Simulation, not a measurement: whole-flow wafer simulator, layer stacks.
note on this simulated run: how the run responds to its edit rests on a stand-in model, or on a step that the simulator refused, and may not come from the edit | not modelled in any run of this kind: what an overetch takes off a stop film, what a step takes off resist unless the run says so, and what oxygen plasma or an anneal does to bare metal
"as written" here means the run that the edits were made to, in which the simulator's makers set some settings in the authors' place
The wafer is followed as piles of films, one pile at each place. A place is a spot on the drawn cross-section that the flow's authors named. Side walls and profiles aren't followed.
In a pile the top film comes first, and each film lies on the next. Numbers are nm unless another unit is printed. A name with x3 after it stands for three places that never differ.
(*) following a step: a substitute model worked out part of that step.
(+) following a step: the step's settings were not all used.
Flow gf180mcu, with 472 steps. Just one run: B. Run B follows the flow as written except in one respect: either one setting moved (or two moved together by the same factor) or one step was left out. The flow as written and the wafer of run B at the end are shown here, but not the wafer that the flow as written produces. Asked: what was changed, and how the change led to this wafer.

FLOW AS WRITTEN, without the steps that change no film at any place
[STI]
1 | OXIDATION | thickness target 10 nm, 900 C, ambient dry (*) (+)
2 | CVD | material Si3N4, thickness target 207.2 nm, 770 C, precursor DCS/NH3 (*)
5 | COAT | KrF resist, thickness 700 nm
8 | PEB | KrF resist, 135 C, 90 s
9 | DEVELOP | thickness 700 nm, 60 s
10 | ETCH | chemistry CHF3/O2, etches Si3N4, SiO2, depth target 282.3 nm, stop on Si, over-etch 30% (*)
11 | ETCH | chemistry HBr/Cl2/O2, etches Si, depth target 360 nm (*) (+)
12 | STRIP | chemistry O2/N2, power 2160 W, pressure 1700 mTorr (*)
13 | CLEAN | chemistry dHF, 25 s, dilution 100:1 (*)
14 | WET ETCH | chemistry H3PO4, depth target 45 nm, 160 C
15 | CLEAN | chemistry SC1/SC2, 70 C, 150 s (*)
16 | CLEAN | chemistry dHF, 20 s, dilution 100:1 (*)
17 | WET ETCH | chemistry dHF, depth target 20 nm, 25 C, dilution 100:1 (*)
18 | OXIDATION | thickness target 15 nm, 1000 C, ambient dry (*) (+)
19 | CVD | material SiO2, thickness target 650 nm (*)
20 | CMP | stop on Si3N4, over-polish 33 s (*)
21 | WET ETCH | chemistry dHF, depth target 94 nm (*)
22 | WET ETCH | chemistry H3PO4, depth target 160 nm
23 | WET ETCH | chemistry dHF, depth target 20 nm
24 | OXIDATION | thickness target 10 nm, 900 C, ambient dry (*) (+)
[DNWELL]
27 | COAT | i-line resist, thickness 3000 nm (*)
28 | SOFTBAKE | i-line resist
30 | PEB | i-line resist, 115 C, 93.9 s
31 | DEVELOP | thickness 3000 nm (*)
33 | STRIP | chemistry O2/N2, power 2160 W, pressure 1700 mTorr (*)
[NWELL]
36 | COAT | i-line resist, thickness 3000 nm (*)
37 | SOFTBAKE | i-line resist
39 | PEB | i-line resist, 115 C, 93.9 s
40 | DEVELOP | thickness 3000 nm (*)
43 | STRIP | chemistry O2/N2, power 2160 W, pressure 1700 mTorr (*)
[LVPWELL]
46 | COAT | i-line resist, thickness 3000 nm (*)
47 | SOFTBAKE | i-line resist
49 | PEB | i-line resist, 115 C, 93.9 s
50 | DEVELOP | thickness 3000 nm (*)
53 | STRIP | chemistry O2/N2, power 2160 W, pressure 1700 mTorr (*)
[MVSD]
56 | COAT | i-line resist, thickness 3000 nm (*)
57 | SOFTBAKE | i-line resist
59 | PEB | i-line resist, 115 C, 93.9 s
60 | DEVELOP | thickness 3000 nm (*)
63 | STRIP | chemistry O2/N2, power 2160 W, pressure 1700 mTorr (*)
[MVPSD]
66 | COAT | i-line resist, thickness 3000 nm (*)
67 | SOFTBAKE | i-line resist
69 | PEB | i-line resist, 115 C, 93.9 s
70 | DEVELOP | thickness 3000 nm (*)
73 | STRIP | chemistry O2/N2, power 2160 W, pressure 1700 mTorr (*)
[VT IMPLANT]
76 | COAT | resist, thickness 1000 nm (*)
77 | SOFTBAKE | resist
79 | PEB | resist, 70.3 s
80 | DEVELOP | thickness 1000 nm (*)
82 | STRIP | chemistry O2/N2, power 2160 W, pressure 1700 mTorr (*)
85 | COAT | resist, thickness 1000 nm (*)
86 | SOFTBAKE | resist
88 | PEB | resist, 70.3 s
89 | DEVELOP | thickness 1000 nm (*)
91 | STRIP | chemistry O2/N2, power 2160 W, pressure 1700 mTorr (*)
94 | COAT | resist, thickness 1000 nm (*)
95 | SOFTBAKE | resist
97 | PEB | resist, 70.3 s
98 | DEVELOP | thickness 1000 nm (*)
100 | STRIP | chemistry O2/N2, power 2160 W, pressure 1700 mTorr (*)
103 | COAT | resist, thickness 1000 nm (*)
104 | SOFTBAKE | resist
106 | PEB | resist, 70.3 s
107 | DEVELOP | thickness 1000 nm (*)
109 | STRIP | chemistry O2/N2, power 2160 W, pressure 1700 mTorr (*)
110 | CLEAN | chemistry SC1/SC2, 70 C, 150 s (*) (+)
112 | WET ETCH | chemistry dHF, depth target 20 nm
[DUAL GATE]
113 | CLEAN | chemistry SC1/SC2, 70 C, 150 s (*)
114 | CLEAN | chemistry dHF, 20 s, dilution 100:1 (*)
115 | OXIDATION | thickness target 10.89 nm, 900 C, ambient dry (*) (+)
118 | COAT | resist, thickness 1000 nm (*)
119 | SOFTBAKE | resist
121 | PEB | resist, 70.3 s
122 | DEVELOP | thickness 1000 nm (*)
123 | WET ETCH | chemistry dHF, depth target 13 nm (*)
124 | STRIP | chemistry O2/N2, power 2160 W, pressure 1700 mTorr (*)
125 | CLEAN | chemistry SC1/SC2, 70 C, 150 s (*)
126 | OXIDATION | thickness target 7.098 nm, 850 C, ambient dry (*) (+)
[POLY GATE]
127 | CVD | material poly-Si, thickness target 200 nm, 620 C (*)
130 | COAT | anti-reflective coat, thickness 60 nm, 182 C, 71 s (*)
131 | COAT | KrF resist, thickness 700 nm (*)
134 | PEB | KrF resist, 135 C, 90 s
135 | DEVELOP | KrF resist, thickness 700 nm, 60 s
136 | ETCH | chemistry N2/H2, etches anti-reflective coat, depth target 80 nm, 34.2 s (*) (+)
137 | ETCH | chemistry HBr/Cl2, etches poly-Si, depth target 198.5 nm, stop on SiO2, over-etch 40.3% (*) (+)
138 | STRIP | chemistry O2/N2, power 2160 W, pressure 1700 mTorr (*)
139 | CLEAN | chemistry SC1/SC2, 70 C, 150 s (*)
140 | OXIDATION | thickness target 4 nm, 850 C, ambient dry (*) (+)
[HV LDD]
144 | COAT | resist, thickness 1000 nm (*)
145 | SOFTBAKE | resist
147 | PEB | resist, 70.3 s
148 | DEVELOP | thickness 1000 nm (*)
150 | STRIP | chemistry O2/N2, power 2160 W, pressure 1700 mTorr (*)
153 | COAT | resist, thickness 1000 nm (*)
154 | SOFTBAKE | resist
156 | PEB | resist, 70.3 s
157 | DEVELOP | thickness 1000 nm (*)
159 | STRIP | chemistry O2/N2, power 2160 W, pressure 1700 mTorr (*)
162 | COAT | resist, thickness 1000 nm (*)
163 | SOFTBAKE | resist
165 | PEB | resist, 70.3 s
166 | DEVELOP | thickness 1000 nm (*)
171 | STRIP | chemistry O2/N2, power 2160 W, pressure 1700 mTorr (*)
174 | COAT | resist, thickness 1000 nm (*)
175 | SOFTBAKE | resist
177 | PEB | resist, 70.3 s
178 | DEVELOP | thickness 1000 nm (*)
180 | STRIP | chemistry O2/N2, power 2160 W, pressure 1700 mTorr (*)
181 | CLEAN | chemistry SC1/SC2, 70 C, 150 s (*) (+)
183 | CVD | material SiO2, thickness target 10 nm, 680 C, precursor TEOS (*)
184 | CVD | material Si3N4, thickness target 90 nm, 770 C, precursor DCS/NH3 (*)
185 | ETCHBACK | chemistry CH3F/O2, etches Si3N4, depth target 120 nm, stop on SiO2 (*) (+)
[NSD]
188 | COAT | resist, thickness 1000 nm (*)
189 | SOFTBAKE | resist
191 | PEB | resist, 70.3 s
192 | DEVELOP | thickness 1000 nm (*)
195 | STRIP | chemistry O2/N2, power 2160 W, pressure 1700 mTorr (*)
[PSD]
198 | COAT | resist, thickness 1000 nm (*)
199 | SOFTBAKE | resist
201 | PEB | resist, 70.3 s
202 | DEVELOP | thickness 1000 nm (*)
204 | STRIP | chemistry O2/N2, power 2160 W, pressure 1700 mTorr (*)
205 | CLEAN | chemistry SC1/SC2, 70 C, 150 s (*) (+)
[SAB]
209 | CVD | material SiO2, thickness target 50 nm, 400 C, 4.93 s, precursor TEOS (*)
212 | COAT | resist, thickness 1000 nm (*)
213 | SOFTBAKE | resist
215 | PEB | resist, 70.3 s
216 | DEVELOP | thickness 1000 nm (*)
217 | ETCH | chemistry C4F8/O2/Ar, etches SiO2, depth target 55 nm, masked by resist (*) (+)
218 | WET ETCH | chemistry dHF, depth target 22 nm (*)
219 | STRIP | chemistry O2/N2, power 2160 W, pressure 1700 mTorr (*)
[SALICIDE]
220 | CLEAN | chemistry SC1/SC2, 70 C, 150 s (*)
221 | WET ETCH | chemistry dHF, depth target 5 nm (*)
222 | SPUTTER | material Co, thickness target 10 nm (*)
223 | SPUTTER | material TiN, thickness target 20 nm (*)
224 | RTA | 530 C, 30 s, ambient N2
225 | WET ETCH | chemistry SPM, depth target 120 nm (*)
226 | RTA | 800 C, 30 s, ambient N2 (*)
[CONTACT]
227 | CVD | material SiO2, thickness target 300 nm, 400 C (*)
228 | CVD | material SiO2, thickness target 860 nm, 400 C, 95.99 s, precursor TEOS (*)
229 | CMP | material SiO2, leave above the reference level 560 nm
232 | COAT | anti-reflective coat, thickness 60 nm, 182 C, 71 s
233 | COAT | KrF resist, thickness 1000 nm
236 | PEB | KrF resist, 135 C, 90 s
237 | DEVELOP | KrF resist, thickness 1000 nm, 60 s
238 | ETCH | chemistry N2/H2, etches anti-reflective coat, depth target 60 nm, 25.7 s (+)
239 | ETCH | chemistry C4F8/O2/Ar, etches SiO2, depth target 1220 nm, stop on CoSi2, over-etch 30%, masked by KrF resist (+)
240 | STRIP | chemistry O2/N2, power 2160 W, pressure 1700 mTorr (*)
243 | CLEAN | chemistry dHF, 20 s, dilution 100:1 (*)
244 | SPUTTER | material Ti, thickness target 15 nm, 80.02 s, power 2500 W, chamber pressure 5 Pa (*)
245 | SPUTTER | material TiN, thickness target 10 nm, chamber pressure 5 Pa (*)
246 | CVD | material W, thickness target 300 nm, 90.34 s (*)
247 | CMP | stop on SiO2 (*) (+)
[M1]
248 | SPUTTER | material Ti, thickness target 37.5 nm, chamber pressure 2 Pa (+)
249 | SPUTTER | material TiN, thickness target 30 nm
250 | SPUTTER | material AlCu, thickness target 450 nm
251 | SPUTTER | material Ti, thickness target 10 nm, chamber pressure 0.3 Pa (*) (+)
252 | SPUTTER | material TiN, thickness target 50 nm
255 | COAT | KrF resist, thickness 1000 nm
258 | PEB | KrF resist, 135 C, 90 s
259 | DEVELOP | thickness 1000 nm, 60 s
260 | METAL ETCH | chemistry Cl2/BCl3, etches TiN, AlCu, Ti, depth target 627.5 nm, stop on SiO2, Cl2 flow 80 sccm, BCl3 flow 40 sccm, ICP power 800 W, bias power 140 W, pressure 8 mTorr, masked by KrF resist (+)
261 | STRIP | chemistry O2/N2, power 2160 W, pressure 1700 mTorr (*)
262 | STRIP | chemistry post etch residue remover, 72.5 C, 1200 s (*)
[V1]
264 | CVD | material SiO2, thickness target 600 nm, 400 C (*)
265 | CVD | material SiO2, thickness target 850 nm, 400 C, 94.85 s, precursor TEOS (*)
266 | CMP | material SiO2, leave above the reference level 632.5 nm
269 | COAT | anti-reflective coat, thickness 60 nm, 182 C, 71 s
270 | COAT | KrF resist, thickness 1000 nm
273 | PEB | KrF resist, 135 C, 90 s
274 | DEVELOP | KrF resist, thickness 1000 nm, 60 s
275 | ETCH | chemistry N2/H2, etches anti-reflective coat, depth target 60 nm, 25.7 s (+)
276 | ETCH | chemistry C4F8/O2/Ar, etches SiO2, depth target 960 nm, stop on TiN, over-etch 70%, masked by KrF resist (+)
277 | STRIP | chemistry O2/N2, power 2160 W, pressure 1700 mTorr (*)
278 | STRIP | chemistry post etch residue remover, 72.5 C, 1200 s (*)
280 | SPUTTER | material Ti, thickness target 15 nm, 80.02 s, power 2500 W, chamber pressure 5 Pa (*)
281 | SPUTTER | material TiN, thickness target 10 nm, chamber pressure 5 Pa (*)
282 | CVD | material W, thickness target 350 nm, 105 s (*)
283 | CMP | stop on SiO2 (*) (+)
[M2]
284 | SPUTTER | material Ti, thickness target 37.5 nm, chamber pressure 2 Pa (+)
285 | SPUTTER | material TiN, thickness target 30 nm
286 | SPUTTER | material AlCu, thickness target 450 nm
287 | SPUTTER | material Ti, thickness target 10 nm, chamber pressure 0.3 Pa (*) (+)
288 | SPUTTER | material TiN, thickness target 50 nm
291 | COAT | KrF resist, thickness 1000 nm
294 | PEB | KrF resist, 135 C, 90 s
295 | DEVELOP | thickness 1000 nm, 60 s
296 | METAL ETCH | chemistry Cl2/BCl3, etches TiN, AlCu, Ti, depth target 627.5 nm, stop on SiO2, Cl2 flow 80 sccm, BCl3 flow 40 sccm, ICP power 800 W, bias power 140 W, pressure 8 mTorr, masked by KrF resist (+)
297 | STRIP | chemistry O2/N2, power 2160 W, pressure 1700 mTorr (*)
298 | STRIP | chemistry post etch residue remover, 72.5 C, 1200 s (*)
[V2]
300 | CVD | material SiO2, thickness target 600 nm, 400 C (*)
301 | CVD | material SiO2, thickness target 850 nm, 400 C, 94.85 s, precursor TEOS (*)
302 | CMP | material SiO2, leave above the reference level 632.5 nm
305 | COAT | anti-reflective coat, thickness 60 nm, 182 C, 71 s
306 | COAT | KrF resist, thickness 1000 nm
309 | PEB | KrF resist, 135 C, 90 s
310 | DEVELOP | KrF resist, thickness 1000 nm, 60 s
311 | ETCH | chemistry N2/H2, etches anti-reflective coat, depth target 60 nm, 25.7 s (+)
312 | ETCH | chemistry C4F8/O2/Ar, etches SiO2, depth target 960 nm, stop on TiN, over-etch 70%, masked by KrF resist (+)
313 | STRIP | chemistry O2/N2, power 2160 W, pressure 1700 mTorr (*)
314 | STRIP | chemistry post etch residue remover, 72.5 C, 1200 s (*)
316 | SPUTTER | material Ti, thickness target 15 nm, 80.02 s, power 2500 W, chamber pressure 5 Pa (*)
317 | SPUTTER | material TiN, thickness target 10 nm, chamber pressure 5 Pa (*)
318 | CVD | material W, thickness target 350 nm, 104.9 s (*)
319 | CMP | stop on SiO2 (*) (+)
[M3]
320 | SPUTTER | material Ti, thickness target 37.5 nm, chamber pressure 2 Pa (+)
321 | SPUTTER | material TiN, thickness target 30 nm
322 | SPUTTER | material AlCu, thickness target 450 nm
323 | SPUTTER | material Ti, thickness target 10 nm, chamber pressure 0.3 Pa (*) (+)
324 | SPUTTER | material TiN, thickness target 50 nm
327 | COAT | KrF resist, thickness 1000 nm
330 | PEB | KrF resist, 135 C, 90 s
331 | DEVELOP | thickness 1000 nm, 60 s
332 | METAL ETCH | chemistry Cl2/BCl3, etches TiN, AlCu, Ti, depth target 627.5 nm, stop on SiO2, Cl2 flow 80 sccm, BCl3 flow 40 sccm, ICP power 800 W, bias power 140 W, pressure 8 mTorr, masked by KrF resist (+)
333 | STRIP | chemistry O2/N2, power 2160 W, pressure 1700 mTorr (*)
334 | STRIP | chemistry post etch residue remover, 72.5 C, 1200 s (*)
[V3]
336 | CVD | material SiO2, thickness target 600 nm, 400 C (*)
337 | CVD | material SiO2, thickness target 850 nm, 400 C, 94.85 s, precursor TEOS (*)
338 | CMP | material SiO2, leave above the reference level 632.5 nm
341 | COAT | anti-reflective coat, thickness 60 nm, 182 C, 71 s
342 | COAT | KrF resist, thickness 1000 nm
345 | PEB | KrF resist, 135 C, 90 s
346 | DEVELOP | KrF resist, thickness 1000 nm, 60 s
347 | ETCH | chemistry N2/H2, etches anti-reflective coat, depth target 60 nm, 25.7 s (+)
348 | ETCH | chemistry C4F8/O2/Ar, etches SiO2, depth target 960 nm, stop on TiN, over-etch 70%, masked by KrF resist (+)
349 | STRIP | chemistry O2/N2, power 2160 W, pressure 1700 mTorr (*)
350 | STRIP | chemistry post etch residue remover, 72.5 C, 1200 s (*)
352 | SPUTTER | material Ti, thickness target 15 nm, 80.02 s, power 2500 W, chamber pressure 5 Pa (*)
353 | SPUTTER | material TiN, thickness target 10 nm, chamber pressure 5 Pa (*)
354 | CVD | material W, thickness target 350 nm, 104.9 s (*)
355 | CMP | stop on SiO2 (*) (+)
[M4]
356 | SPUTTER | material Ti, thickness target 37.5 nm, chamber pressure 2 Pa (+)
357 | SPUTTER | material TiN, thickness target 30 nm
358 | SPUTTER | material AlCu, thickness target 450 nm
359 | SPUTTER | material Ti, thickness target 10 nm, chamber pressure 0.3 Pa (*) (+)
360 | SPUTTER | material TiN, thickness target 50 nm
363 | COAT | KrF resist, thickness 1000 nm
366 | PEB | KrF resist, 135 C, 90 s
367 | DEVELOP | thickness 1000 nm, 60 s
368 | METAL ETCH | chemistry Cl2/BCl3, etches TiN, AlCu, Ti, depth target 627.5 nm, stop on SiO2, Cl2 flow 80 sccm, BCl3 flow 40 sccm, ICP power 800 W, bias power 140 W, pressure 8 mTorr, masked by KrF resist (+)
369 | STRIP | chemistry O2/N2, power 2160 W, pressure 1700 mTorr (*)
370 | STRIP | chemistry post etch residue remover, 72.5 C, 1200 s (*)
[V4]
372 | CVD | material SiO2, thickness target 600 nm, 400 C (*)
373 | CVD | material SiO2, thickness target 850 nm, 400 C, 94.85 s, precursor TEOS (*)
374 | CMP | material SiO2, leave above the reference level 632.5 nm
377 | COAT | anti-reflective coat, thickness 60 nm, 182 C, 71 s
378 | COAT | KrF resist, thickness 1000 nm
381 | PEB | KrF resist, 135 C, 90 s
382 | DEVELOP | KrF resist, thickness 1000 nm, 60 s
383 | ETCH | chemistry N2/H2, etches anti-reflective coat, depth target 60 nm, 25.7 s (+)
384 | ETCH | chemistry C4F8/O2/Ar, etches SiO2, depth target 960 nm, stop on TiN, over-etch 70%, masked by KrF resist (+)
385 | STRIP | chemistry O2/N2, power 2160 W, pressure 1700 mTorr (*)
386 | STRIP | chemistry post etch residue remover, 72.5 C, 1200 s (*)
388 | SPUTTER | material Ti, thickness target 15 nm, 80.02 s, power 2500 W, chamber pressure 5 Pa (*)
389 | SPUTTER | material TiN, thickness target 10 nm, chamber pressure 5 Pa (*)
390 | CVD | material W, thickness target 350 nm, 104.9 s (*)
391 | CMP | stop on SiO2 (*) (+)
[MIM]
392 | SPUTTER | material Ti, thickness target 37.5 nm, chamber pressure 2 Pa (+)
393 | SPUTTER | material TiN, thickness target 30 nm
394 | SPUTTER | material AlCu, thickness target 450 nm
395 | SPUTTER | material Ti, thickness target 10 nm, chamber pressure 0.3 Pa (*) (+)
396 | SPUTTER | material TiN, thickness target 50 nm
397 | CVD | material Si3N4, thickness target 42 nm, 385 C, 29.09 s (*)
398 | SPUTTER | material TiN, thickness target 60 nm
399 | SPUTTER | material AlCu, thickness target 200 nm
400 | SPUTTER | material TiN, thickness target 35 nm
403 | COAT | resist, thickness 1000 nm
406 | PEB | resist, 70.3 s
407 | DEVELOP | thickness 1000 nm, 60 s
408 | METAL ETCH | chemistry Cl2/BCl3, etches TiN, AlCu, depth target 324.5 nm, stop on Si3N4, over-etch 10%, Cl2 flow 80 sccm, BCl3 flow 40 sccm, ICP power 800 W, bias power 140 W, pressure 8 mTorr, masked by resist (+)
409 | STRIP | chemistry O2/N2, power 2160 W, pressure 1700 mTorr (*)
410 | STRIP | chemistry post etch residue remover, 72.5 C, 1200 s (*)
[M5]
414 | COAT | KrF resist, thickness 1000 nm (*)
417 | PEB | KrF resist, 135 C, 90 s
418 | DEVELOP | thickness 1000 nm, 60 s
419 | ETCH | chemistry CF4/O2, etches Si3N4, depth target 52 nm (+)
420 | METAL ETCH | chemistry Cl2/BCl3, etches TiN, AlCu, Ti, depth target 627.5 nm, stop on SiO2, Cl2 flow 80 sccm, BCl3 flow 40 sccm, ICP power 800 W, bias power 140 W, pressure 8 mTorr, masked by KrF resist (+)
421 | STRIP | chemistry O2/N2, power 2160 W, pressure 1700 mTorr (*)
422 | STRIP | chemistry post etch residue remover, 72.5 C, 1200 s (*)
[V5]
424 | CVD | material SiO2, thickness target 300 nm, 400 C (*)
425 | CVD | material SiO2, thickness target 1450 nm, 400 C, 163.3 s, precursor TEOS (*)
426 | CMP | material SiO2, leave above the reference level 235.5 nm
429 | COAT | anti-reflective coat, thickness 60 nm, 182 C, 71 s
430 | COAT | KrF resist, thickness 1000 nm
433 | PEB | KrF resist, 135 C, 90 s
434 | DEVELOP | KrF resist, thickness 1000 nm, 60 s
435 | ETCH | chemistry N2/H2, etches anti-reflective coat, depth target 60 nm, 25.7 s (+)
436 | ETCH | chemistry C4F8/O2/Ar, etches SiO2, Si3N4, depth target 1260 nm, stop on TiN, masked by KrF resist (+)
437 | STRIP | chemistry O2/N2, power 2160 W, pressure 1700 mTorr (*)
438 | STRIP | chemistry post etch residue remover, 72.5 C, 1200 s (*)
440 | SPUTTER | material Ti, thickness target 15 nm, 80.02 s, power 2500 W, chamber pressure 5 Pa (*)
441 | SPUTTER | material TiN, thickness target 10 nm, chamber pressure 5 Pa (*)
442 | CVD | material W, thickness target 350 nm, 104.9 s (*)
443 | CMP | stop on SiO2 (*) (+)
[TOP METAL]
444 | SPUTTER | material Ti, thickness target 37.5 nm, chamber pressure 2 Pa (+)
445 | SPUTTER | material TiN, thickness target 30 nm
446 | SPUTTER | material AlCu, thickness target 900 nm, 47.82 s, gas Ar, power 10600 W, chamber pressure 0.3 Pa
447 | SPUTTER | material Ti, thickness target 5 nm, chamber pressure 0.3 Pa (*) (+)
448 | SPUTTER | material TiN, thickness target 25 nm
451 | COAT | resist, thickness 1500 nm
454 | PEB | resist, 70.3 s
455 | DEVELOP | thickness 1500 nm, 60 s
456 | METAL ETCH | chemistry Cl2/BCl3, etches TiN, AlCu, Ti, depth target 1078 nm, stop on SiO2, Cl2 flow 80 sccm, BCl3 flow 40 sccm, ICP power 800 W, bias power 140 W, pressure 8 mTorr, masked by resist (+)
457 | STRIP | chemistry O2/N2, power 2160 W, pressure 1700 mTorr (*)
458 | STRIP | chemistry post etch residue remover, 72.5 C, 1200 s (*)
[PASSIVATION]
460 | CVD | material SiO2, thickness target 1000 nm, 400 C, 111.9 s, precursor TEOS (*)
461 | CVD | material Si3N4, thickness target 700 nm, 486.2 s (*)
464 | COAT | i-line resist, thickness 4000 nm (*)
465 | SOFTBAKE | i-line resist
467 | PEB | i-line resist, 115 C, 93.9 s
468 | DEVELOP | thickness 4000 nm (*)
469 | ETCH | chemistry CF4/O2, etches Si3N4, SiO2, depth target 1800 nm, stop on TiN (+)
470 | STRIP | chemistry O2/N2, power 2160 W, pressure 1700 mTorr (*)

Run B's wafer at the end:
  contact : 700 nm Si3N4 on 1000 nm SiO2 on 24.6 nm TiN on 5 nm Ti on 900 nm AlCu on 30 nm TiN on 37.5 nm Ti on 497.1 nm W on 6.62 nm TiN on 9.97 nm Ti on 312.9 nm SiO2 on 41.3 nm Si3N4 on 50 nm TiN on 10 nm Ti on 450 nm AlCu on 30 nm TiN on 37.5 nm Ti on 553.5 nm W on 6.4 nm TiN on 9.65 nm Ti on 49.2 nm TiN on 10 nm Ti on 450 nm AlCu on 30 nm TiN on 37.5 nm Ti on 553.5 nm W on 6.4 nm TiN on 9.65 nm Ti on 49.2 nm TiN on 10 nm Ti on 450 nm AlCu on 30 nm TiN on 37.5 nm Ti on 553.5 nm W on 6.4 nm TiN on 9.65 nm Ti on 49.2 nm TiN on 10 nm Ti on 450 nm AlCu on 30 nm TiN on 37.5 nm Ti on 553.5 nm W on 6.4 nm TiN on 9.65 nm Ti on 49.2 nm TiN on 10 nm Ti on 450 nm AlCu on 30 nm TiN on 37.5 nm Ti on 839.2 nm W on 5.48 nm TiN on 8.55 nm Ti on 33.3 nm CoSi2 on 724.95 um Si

The reason: step 436, ETCH: depth target 517 nm was run, though the flow has depth target 1260 nm.

The path from the change to this, step by step:
  436 | ETCH | chemistry C4F8/O2/Ar, etches SiO2, Si3N4, depth target 1260 nm, stop on TiN, masked by KrF resist (+)
      contact: -517 SiO2 (in the flow as written it would be: -829.9 SiO2 (all of it), -41.3 Si3N4 (all of it))
      field, field__w1, field__w2 and 108 more: -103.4 KrF resist (in the flow as written it would be: -252 KrF resist)
  437 | STRIP | chemistry O2/N2, power 2160 W, pressure 1700 mTorr (*)
      field, field__w1, field__w2 and 108 more: -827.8 KrF resist (all of it), -60 anti-reflective coat (all of it) (in the flow as written it would be: -679.2 KrF resist (all of it), -60 anti-reflective coat (all of it))
  440 | SPUTTER | material Ti, thickness target 15 nm, 80.02 s, power 2500 W, chamber pressure 5 Pa (*)
      contact: +9.97 Ti (new film) (in the flow as written it would be: +8.12 Ti (new film))
  441 | SPUTTER | material TiN, thickness target 10 nm, chamber pressure 5 Pa (*)
      contact: +6.62 TiN (new film) (in the flow as written it would be: +5.38 TiN (new film))
  442 | CVD | material W, thickness target 350 nm, 104.9 s (*)
      contact: +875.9 W (new film) (in the flow as written it would be: +1233.6 W (new film))
If metal films that touch count as one body, contact has 2 bodies (between them, from the top down: SiO2 312.9 / Si3N4 41.3); the flow as written gives 1 body.
